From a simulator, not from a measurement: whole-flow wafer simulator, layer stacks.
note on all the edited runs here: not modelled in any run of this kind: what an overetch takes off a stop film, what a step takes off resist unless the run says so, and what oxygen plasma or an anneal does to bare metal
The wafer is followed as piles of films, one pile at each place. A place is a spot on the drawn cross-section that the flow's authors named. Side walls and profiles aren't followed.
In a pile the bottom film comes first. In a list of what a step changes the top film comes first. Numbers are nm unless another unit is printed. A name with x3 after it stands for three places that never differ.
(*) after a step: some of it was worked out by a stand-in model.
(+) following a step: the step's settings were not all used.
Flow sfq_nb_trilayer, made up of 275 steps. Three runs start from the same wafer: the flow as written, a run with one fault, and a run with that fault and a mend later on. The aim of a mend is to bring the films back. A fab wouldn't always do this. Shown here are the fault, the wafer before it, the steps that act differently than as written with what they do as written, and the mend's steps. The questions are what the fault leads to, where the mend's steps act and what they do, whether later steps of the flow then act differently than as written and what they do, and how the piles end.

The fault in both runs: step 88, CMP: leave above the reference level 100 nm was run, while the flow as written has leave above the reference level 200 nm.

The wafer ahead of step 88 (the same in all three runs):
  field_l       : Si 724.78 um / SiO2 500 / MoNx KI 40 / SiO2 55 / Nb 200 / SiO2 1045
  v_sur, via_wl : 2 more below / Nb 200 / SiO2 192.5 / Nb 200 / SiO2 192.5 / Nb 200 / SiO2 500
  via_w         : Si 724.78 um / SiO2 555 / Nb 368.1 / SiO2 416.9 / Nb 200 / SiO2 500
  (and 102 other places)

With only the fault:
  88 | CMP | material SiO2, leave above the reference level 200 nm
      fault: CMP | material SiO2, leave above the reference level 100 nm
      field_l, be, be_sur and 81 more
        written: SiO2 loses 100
        fault: SiO2 loses 200
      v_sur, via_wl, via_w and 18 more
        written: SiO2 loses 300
        fault: SiO2 loses 400
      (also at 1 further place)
  Steps later in the flow that act otherwise than as written (3 other steps are not shown; they differ only slightly, by no more than 2% or 0.5 nm, whichever is larger):
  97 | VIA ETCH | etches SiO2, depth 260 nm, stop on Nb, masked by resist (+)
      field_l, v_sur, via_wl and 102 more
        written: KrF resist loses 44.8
        fault: KrF resist loses 25.8
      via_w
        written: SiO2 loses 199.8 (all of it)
        fault: SiO2 loses 99.8 (all of it)
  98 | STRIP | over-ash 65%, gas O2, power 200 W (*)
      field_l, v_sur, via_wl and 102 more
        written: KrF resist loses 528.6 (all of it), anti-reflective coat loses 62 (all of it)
        fault: KrF resist loses 547.6 (all of it), anti-reflective coat loses 62 (all of it)
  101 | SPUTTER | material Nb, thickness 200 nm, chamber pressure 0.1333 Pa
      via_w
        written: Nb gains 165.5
        fault: Nb gains 187.8
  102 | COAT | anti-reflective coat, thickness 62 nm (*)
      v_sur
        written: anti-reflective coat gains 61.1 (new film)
        fault: anti-reflective coat gains 57.2 (new film)
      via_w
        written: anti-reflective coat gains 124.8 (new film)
        fault: anti-reflective coat gains 105 (new film)
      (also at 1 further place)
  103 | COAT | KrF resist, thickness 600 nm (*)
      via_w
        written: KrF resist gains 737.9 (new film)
        fault: KrF resist gains 651.3 (new film)
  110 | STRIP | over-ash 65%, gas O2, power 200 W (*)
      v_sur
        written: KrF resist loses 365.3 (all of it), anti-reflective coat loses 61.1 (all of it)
        fault: KrF resist loses 377.1 (all of it), anti-reflective coat loses 57.2 (all of it)
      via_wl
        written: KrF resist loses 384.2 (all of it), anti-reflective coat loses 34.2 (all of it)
        fault: KrF resist loses 396 (all of it), anti-reflective coat loses 34.4 (all of it)
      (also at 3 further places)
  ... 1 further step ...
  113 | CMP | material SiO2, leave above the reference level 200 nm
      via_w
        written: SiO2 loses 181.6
        fault: SiO2 loses 188.9
  By the end, the piles at field_l, v_sur, via_wl and 103 more depart from the flow's by more than 2% or 0.5 nm, whichever is larger.
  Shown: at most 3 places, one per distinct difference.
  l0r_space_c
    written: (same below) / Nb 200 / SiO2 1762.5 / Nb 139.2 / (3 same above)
    fault: (same below) / Nb 200 / SiO2 1662.5 / Nb 139.2 / (3 same above)
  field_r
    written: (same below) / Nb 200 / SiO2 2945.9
    fault: (same below) / Nb 200 / SiO2 2845.9
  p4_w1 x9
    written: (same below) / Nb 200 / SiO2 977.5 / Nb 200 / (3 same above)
    fault: (same below) / Nb 200 / SiO2 877.5 / Nb 200 / (3 same above)

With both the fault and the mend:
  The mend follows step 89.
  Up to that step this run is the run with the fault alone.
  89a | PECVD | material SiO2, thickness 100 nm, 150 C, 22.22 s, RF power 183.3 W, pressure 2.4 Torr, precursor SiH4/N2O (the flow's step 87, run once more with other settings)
      field_l, v_sur, via_wl and 103 more
        SiO2 gains 100
  None of the later steps of the flow acts differently than as written at any place that is followed.
  By the end, the piles equal the flow's at every place that both follow.
